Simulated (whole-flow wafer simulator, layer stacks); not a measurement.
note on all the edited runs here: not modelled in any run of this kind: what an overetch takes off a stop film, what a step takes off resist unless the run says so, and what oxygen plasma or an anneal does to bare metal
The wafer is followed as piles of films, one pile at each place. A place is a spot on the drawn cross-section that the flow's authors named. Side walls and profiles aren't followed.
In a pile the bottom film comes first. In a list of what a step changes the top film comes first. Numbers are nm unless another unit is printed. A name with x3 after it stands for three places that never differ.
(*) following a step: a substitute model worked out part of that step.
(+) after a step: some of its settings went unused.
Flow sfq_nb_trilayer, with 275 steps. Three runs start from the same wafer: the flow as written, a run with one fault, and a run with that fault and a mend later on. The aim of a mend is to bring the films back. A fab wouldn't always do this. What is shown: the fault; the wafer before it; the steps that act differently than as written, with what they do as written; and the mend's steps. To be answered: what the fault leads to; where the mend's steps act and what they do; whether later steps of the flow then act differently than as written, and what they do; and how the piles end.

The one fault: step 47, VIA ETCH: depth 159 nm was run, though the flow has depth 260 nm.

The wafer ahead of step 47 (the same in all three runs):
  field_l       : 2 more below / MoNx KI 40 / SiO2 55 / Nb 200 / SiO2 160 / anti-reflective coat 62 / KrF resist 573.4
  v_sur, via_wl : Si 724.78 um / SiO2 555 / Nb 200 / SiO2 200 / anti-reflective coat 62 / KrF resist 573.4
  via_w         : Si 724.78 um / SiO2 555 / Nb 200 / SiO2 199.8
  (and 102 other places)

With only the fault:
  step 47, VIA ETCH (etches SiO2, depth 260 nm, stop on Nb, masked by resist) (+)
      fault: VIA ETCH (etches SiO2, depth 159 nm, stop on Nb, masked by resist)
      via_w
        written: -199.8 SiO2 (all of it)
        fault: -159 SiO2
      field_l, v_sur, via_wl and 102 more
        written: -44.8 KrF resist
        fault: -27.4 KrF resist
  Later steps of the flow acting differently than as written (3 other steps are not shown; they differ only slightly, by no more than 2% or 0.5 nm, whichever is larger):
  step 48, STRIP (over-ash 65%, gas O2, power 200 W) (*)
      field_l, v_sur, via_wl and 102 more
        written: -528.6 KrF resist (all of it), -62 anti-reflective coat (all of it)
        fault: -546 KrF resist (all of it), -62 anti-reflective coat (all of it)
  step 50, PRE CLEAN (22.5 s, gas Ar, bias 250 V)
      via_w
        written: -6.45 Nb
        fault: -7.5 SiO2
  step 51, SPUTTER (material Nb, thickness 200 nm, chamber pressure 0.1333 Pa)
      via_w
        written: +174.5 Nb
        fault: +182.7 Nb (new film)
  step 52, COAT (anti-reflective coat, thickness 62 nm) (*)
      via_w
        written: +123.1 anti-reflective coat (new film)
        fault: +113.2 anti-reflective coat (new film)
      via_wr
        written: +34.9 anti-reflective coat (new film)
        fault: +34 anti-reflective coat (new film)
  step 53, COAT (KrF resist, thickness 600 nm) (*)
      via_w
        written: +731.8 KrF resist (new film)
        fault: +699.7 KrF resist (new film)
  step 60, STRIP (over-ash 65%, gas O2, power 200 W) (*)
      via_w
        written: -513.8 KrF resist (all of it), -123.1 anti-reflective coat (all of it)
        fault: -481.9 KrF resist (all of it), -113.2 anti-reflective coat (all of it)
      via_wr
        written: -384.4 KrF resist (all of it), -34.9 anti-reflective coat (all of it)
        fault: -389.9 KrF resist (all of it), -34 anti-reflective coat (all of it)
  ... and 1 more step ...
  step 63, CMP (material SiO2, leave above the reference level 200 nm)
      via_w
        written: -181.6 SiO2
        fault: -157.1 SiO2
  By the end, the piles at via_w depart from the flow's by more than 2% or 0.5 nm, whichever is larger.
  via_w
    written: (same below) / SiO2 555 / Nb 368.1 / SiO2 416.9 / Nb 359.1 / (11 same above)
    fault: (same below) / SiO2 555 / Nb 200 / SiO2 33.3 / Nb 182.7 / SiO2 369 / Nb 359.1 / (11 same above)

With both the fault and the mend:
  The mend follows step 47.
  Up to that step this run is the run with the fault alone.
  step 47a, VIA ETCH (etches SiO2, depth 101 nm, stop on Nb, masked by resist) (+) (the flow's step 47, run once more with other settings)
      field_l, v_sur, via_wl and 102 more
        -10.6 KrF resist
      via_w
        -40.8 SiO2 (all of it)
  Every later step of the flow that is run acts as written, at every place that is followed, to within 2% or 0.5 nm, whichever is larger.
  By the end, the piles equal the flow's at every place that both follow.
